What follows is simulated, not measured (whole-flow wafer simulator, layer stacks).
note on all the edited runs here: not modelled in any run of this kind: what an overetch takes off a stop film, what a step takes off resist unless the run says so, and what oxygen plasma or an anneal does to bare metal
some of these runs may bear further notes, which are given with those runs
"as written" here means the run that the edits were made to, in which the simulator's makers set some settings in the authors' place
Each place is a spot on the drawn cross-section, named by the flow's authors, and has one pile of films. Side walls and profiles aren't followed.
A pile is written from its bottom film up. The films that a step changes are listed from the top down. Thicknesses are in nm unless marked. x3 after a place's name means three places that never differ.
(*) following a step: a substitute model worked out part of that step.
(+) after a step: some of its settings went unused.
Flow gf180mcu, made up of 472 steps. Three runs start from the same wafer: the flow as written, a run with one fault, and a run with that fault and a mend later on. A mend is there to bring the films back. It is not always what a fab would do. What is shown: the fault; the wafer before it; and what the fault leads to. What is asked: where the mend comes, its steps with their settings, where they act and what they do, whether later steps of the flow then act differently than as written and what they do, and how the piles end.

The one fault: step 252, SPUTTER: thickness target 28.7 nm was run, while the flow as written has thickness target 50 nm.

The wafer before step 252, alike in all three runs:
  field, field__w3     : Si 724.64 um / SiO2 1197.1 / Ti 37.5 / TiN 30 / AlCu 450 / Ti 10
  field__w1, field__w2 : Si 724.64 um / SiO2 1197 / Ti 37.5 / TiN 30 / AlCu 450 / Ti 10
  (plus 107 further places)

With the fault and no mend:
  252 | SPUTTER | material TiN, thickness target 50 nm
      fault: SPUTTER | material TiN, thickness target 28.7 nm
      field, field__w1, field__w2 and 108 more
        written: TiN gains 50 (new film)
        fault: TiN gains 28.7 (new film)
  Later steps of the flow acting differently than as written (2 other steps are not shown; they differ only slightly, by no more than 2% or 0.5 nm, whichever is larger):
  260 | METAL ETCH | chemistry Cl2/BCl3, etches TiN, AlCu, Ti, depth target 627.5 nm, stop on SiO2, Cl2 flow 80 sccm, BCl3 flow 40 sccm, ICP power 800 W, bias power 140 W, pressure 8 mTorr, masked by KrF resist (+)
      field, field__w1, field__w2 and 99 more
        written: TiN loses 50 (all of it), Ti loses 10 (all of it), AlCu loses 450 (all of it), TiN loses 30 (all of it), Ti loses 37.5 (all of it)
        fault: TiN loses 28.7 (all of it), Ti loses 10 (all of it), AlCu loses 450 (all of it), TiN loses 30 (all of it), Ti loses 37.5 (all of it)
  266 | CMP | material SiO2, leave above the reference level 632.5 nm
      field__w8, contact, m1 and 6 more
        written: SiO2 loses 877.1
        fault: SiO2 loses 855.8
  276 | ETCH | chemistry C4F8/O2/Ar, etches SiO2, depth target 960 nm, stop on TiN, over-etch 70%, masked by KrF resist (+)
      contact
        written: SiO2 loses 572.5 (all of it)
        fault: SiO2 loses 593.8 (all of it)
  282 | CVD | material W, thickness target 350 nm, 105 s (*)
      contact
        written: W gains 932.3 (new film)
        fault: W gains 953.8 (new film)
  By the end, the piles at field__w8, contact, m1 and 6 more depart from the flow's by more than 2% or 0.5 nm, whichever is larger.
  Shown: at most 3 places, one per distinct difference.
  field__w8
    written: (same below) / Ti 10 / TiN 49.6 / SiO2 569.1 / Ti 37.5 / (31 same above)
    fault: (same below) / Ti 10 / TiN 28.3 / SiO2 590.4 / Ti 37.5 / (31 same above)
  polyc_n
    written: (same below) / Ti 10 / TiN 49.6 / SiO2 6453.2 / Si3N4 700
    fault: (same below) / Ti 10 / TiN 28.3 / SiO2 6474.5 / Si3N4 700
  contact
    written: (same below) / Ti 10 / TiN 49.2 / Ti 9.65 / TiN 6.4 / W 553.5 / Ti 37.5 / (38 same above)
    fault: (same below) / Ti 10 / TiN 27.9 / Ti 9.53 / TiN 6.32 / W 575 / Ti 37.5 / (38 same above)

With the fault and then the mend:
  The mend follows step 259.
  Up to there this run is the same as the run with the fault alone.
  259a | STRIP | chemistry O2/N2, power 2160 W, pressure 1700 mTorr (*)
      field__w8, contact, m1 and 6 more
        KrF resist loses 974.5 (all of it)
  259b | SPUTTER | material TiN, thickness target 21.3 nm (the flow's step 252, run once more with other settings)
      field, field__w1, field__w2 and 108 more
        TiN gains 21.3
  259c | HMDS | 120 C, 60 s (the flow's step 254, run once more)
      alters no film at any place that is followed
  259d | COAT | KrF resist, thickness 1000 nm (the flow's step 255, run once more)
      field, field__w1, field__w2 and 108 more
        KrF resist gains 1000 (new film)
  259e | SOFTBAKE | KrF resist (the flow's step 256, run once more)
      alters no film at any place that is followed
  259f | EXPOSE | photomask Metal1 (the flow's step 257, run once more)
      alters no film at any place that is followed
  259g | PEB | KrF resist, 135 C, 90 s (the flow's step 258, run once more)
      field, field__w1, field__w2 and 108 more
        KrF resist loses 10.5
  259h | DEVELOP | thickness 1000 nm, 60 s (the flow's step 259, run once more)
      field, field__w1, field__w2 and 99 more
        KrF resist loses 989.5 (all of it)
      field__w8, contact, m1 and 6 more
        KrF resist loses 14.9
  Every later step of the flow that is run acts as written at every place that is followed.
  At every place that both follow, the piles at the end match the flow's.
